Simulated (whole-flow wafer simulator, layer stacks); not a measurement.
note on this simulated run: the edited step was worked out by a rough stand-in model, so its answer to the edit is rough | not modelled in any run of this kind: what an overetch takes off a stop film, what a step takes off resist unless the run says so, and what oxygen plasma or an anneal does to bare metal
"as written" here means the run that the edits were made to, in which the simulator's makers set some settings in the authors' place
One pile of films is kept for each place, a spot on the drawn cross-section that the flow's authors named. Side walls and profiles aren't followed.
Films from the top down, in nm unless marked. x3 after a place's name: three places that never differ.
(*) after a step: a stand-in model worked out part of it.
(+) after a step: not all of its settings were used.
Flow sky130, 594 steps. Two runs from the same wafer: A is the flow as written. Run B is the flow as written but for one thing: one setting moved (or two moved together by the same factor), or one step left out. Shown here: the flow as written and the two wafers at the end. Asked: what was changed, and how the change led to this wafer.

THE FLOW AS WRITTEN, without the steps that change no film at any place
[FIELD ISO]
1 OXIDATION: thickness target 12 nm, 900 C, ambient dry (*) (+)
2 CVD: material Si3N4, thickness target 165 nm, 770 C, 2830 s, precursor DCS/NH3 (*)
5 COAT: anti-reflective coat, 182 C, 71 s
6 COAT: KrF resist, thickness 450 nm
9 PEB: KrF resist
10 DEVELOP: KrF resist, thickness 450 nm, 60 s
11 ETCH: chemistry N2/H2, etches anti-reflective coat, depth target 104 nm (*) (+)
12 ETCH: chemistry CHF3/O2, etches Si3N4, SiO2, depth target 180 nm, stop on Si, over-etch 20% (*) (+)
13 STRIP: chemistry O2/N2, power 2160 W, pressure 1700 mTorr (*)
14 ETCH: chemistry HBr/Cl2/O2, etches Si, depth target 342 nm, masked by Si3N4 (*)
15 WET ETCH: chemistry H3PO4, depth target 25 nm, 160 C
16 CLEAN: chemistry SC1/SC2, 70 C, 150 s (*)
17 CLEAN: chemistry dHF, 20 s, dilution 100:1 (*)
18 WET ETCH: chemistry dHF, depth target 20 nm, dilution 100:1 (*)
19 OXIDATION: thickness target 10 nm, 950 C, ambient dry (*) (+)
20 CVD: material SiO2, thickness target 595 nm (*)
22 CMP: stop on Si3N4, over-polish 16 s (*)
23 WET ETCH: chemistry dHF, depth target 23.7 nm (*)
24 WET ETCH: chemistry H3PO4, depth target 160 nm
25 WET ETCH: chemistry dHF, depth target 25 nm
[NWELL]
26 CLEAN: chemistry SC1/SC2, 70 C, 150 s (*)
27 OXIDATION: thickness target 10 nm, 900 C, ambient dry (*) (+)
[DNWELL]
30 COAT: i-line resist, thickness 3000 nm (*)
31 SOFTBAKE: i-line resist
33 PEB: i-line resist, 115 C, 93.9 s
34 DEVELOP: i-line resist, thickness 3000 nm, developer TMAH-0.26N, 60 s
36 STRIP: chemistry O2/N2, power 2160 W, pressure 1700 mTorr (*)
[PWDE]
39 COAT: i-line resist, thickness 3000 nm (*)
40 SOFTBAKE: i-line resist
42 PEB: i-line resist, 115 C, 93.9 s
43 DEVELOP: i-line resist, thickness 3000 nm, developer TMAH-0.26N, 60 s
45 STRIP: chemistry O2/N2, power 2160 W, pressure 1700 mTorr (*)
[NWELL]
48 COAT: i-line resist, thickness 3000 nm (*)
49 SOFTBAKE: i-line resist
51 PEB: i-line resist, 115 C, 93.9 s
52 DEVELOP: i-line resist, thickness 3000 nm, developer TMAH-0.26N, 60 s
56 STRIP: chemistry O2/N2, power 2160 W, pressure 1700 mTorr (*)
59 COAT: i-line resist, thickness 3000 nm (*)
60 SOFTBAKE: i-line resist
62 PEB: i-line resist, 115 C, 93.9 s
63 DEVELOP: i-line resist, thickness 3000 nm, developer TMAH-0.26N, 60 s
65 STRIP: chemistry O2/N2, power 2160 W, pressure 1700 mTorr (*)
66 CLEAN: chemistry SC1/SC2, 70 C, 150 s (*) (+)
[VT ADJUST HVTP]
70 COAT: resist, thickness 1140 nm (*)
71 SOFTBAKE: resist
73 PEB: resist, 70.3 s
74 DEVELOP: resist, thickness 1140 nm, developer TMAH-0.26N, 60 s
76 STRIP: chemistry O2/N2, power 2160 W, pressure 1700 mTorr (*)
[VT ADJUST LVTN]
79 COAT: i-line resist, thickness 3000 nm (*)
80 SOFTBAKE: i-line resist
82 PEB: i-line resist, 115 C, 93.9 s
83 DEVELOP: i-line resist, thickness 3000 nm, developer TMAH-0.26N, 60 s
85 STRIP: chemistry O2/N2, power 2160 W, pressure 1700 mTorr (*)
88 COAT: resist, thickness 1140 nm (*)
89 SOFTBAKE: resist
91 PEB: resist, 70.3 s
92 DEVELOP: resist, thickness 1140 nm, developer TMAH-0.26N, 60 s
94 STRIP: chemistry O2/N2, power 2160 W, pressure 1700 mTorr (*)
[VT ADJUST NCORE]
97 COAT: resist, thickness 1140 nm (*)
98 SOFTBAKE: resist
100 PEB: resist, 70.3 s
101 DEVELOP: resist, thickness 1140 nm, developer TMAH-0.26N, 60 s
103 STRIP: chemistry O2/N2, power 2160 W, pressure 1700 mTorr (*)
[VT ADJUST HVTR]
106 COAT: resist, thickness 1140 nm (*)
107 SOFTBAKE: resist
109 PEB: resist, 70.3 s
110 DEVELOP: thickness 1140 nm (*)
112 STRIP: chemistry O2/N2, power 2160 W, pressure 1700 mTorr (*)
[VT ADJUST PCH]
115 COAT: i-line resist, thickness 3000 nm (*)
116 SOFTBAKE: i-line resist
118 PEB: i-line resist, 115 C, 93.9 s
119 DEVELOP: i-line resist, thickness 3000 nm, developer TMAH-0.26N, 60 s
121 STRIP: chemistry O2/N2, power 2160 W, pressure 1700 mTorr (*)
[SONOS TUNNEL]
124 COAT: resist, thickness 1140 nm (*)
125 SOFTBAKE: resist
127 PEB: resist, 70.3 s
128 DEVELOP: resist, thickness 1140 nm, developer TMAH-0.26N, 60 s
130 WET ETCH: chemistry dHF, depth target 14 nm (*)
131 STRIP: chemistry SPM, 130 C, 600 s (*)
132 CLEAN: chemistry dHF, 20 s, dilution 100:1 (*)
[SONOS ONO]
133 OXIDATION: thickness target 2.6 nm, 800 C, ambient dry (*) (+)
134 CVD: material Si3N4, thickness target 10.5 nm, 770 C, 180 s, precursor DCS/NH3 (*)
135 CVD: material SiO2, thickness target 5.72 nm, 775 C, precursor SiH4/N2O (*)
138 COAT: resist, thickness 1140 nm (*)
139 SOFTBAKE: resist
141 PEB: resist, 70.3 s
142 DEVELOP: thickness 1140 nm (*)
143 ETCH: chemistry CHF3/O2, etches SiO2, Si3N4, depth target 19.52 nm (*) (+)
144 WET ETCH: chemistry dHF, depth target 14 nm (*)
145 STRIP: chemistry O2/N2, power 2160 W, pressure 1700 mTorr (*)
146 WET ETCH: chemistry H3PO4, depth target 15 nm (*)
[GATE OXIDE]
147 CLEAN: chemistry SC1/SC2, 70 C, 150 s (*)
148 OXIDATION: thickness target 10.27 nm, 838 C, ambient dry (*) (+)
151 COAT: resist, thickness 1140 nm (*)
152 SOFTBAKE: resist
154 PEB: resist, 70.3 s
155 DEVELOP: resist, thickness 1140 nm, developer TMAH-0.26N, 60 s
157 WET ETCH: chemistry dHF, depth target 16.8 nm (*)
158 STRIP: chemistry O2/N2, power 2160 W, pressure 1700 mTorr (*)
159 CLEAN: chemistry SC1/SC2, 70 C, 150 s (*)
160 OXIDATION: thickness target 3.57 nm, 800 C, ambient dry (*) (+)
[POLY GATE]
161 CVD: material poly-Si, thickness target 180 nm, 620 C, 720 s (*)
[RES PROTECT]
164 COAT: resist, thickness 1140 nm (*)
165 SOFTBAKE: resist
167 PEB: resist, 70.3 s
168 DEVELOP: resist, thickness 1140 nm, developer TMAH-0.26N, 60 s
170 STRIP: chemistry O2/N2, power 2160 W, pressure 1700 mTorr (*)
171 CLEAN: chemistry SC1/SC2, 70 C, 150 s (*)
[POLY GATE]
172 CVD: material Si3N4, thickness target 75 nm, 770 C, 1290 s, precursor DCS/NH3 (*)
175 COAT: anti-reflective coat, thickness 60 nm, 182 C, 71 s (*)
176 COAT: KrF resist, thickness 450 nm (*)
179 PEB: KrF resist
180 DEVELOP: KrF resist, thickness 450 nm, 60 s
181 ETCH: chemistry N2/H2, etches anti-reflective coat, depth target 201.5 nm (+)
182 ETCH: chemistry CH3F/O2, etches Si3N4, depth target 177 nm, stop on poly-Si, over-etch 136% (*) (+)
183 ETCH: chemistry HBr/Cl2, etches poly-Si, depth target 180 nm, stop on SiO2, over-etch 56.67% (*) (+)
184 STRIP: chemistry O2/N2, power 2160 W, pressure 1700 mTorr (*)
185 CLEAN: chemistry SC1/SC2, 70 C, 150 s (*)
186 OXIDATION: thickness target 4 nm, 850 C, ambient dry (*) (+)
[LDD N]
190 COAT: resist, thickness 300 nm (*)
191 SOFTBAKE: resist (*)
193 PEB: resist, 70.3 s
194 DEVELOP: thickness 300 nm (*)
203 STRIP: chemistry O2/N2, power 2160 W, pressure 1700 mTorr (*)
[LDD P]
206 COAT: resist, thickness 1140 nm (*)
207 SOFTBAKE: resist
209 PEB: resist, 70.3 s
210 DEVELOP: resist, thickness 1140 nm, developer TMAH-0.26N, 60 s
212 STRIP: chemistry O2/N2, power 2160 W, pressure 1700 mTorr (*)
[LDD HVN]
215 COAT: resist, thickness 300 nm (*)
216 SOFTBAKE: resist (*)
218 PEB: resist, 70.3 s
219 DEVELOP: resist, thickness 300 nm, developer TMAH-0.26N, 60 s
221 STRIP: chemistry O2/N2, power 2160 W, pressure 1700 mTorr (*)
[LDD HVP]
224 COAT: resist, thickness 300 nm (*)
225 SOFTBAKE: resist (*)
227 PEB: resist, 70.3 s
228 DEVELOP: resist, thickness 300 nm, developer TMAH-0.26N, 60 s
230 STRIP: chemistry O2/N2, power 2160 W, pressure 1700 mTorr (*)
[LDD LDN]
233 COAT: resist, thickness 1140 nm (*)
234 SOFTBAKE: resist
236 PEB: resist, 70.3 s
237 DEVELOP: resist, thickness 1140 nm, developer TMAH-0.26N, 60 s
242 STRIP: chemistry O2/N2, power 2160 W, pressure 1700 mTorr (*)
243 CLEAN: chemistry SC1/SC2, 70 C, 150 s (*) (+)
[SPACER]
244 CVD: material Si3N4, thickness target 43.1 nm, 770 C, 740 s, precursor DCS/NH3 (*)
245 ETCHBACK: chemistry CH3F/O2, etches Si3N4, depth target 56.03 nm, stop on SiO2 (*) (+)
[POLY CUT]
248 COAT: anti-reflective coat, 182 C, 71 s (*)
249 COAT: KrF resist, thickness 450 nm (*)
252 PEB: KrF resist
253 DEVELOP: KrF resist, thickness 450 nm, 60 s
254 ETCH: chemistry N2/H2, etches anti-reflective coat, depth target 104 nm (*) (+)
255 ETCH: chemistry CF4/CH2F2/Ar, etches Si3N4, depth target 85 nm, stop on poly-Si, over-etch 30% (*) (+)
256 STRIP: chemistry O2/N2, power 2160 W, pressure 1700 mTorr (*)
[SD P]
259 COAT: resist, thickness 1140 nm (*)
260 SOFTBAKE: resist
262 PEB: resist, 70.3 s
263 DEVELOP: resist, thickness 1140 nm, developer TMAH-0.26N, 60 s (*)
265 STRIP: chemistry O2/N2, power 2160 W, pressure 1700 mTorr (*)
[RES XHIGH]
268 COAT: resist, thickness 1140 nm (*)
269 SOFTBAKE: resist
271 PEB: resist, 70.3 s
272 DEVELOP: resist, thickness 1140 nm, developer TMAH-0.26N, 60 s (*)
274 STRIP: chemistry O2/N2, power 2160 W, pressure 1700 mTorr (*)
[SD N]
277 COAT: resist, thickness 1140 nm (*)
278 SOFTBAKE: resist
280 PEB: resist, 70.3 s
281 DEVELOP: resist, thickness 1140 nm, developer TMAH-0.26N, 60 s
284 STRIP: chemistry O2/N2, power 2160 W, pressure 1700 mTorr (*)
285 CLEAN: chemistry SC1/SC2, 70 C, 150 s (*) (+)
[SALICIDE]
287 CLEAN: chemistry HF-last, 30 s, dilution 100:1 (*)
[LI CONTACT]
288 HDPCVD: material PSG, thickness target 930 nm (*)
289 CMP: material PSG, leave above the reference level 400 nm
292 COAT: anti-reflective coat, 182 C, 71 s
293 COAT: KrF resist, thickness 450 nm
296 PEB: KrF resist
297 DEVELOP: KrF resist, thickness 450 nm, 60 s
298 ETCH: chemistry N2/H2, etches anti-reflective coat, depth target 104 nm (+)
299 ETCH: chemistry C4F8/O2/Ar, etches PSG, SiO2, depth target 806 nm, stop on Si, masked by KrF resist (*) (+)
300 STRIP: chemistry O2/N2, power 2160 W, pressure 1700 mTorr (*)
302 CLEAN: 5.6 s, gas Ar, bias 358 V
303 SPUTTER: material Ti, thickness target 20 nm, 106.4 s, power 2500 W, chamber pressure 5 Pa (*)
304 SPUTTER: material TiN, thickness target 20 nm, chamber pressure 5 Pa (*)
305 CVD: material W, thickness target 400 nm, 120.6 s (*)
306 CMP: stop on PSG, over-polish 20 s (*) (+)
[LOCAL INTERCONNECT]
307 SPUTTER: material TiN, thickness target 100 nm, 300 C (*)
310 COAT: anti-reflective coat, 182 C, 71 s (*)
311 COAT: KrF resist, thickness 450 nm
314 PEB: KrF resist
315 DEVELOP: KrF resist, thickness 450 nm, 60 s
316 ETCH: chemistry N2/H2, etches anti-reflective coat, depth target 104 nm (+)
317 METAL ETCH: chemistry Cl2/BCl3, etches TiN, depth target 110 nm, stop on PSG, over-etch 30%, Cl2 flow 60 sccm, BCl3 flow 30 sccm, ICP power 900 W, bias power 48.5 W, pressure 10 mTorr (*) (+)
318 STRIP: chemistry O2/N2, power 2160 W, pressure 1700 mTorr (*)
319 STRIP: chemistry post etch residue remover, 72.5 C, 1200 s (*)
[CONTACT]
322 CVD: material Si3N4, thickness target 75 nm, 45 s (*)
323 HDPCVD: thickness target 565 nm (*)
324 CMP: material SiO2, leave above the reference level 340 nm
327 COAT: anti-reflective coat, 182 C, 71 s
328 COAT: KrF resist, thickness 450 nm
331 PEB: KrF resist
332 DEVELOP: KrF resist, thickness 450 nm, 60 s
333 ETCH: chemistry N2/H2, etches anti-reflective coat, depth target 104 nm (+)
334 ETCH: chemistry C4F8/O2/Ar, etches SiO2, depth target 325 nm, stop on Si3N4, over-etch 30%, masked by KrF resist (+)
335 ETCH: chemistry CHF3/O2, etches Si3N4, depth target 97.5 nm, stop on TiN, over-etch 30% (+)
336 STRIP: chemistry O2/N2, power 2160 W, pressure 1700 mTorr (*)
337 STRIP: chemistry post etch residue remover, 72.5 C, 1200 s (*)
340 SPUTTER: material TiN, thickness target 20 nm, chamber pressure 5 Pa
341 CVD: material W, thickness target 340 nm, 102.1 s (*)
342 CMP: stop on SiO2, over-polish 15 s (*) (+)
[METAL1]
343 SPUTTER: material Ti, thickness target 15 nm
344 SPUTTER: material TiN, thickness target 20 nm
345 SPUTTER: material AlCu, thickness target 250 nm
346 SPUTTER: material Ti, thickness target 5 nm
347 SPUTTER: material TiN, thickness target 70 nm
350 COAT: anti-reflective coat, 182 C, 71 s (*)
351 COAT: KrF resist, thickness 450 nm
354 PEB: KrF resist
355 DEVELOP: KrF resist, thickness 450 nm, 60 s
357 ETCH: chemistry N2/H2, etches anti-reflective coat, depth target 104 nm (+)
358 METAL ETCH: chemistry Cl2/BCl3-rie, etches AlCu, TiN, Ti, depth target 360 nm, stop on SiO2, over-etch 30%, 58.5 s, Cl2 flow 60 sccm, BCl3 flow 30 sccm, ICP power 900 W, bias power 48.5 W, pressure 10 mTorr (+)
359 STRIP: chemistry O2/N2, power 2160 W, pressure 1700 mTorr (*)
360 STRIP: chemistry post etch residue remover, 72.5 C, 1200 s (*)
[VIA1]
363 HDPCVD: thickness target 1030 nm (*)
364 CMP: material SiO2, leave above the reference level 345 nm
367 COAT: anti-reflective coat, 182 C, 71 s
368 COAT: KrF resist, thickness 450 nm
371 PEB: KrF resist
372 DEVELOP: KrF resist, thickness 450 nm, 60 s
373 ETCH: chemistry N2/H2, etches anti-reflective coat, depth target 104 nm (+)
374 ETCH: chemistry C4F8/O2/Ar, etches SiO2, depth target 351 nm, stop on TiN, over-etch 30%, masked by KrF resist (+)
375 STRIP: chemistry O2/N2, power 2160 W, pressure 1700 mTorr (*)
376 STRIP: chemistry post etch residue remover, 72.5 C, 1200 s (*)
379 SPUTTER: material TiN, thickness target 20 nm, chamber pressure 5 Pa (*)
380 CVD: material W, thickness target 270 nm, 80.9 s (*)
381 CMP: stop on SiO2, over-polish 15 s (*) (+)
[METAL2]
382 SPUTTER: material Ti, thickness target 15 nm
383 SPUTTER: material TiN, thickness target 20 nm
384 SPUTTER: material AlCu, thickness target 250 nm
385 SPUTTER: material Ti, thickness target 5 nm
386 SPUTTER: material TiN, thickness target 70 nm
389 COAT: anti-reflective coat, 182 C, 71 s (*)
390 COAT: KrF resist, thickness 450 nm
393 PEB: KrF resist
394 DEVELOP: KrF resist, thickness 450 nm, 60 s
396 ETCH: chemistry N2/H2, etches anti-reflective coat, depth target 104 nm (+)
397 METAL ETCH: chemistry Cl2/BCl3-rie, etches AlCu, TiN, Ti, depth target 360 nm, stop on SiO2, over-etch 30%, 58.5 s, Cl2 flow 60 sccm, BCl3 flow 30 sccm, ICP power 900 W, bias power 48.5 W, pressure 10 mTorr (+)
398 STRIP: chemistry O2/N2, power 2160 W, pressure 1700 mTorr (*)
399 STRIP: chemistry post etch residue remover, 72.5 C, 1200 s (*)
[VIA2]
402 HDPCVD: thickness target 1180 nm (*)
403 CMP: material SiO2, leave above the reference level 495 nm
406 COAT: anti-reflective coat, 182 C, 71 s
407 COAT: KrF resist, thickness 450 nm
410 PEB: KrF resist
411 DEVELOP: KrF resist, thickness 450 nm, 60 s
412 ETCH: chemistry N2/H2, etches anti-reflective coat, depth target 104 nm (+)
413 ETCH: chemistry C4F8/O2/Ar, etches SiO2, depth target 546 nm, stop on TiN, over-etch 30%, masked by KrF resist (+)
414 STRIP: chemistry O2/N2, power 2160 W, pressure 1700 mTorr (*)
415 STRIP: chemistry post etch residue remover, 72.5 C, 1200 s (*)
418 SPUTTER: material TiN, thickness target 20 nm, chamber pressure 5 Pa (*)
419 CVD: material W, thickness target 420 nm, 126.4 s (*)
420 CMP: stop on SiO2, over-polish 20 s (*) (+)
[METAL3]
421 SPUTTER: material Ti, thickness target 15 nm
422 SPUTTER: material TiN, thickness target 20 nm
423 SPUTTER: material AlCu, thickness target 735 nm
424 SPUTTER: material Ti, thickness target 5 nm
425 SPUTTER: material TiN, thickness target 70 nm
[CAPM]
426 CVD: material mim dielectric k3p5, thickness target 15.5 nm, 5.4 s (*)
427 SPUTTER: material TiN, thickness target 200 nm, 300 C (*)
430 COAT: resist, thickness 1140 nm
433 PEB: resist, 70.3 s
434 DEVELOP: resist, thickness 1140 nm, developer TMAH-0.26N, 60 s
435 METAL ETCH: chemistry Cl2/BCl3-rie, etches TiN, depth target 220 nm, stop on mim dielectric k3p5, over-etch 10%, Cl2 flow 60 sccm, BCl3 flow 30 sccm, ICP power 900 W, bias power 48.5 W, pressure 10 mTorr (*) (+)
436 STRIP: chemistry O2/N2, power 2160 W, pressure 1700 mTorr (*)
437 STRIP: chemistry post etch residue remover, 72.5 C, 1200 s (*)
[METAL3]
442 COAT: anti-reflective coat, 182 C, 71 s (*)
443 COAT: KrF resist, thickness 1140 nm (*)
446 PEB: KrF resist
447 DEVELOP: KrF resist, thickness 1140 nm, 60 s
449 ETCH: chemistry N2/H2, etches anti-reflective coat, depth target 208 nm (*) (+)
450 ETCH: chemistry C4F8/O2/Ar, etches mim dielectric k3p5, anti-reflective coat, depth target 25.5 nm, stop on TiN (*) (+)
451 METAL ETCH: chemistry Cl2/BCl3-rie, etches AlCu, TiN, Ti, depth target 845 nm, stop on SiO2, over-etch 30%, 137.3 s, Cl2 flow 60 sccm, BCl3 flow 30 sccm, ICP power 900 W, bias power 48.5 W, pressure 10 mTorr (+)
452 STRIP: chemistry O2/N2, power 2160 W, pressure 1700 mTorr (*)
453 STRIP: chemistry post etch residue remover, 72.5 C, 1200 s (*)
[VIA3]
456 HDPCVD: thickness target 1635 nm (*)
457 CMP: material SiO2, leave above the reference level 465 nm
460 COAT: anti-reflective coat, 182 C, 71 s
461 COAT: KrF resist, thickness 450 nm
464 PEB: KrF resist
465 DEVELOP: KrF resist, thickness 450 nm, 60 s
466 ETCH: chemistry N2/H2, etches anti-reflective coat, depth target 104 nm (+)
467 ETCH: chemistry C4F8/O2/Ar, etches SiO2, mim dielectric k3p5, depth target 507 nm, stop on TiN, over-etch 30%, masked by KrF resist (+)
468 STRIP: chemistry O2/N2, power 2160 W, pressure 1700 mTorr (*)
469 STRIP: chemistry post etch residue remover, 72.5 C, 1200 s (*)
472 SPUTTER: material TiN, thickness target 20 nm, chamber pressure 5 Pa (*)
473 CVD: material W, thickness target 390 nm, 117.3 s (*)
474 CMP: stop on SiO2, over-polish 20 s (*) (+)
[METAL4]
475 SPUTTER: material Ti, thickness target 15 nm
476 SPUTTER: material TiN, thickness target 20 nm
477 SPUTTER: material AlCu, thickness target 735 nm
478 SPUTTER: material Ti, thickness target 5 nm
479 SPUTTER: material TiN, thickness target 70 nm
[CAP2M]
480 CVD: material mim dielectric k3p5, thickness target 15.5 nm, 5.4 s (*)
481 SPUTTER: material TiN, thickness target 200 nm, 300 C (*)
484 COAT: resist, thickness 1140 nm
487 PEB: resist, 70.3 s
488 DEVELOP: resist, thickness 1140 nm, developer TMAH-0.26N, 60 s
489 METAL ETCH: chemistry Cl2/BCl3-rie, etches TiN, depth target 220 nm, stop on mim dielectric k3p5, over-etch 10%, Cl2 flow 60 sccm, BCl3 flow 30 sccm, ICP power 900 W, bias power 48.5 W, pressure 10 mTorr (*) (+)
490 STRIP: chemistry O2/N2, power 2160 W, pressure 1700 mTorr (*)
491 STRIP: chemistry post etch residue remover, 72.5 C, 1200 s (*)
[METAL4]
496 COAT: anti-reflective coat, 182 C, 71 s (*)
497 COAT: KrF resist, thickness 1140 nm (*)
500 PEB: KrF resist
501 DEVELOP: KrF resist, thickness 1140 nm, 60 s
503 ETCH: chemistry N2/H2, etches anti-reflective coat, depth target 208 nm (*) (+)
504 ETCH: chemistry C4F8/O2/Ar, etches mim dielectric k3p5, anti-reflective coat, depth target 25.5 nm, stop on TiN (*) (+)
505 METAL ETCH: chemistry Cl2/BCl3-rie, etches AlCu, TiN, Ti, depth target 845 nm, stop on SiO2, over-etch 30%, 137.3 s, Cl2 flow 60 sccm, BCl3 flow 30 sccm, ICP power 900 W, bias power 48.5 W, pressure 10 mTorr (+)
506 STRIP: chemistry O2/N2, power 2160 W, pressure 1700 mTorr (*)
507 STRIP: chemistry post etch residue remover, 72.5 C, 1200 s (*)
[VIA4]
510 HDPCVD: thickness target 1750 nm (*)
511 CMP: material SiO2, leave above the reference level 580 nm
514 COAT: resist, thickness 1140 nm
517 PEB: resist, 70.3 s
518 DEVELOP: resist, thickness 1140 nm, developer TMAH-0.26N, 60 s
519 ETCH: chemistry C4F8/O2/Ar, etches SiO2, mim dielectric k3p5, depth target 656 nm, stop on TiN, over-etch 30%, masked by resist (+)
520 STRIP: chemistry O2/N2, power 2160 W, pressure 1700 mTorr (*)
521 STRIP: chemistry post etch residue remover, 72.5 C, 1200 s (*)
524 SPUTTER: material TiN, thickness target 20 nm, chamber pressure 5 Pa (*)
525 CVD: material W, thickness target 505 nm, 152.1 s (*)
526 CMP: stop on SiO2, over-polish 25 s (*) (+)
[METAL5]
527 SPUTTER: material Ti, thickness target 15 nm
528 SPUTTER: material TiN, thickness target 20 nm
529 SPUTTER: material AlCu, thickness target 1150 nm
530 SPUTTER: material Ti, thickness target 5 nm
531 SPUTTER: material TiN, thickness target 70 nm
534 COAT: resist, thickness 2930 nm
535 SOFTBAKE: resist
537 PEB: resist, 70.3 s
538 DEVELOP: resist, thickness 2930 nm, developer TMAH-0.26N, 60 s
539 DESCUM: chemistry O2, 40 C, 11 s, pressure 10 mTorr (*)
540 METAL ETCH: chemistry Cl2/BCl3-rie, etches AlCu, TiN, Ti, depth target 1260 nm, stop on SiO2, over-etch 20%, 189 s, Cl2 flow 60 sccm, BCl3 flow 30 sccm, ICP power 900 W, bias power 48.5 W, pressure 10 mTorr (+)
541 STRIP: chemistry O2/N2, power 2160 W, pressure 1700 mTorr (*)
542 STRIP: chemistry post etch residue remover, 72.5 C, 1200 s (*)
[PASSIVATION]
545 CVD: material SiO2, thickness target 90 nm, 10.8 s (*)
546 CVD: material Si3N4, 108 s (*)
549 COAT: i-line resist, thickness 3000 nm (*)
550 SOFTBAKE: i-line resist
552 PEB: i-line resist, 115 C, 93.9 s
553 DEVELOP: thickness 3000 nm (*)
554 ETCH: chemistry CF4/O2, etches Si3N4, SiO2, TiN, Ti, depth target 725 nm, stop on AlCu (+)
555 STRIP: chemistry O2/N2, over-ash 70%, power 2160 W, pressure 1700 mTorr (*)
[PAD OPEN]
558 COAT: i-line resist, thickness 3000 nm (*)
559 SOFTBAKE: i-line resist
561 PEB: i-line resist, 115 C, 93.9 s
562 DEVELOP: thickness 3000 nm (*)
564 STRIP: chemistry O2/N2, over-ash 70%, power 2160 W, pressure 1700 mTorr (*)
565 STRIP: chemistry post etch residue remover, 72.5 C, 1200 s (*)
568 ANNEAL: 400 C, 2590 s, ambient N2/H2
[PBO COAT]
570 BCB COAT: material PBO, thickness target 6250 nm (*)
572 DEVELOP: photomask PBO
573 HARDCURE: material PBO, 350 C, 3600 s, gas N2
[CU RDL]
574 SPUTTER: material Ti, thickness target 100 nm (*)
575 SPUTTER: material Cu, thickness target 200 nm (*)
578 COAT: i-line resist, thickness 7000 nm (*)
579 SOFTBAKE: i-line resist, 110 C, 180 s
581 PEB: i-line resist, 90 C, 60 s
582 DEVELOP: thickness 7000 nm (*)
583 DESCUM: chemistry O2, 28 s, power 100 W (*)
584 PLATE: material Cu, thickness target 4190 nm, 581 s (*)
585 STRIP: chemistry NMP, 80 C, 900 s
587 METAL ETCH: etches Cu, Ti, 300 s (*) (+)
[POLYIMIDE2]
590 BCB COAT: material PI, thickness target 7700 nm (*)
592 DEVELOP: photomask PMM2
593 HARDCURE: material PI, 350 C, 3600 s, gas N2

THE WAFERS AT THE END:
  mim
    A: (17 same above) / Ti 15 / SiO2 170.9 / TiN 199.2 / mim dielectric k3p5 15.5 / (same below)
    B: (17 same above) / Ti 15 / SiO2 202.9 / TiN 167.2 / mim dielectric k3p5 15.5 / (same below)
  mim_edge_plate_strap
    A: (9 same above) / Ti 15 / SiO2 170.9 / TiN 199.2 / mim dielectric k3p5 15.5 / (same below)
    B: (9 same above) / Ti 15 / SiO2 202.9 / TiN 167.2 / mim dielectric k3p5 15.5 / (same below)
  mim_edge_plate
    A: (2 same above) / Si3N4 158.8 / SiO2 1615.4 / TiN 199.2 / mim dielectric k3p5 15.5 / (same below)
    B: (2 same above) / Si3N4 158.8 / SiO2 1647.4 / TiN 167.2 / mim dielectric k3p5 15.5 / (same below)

The cause: step 427, SPUTTER: thickness target 168 nm was run, where the flow has thickness target 200 nm.

How the change led to this, step by step:
  427 SPUTTER: material TiN, thickness target 200 nm, 300 C (*)
      field, active, n_well and 188 more: A TiN +200 (new film) | B TiN +168 (new film)
  435 METAL ETCH: chemistry Cl2/BCl3-rie, etches TiN, depth target 220 nm, stop on mim dielectric k3p5, over-etch 10%, Cl2 flow 60 sccm, BCl3 flow 30 sccm, ICP power 900 W, bias power 48.5 W, pressure 10 mTorr (*) (+)
      field, active, n_well and 185 more: A TiN -200 (all of it) | B TiN -168 (all of it)
      mim, mim_edge_plate_strap, mim_edge_plate: A resist -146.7 | B resist -123.2
  436 STRIP: chemistry O2/N2, power 2160 W, pressure 1700 mTorr (*)
      mim, mim_edge_plate_strap, mim_edge_plate: A resist -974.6 (all of it) | B resist -998.1 (all of it)
  442 COAT: anti-reflective coat, 182 C, 71 s (*)
      rpm_encl, rpm_encl_psd, rpm_encl_urpm: A anti-reflective coat +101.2 (new film) | B anti-reflective coat +104.1 (new film)
      poly_licon, rpo_hd_licon: A anti-reflective coat +57.6 (new film) | B anti-reflective coat +66.3 (new film)
      (and at 5 more places)
  443 COAT: KrF resist, thickness 1140 nm (*)
      mim_edge_plate_strap, mim_edge_plate: A KrF resist +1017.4 (new film) | B KrF resist +1049.4 (new film)
      mim: A KrF resist +1025.5 (new film) | B KrF resist +1054.7 (new film)
  449 ETCH: chemistry N2/H2, etches anti-reflective coat, depth target 208 nm (*) (+)
      rpm_encl, rpm_encl_psd, rpm_encl_urpm: A anti-reflective coat -101.2 (all of it) | B anti-reflective coat -104.1 (all of it)
      poly_licon, rpo_hd_licon: A anti-reflective coat -57.6 (all of it) | B anti-reflective coat -66.3 (all of it)
      (and at 3 more places)
  452 STRIP: chemistry O2/N2, power 2160 W, pressure 1700 mTorr (*)
      mim_edge_plate_strap, mim_edge_plate: A KrF resist -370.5 (all of it), anti-reflective coat -3 (all of it) | B KrF resist -402.5 (all of it), anti-reflective coat -3 (all of it)
      mim: A KrF resist -378.7 (all of it), anti-reflective coat -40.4 (all of it) | B KrF resist -407.8 (all of it), anti-reflective coat -33.5 (all of it)
      (and at 1 more place)
  457 CMP: material SiO2, leave above the reference level 465 nm
      mim, mim_edge_plate_strap, mim_edge_plate: A SiO2 -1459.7 | B SiO2 -1427.7
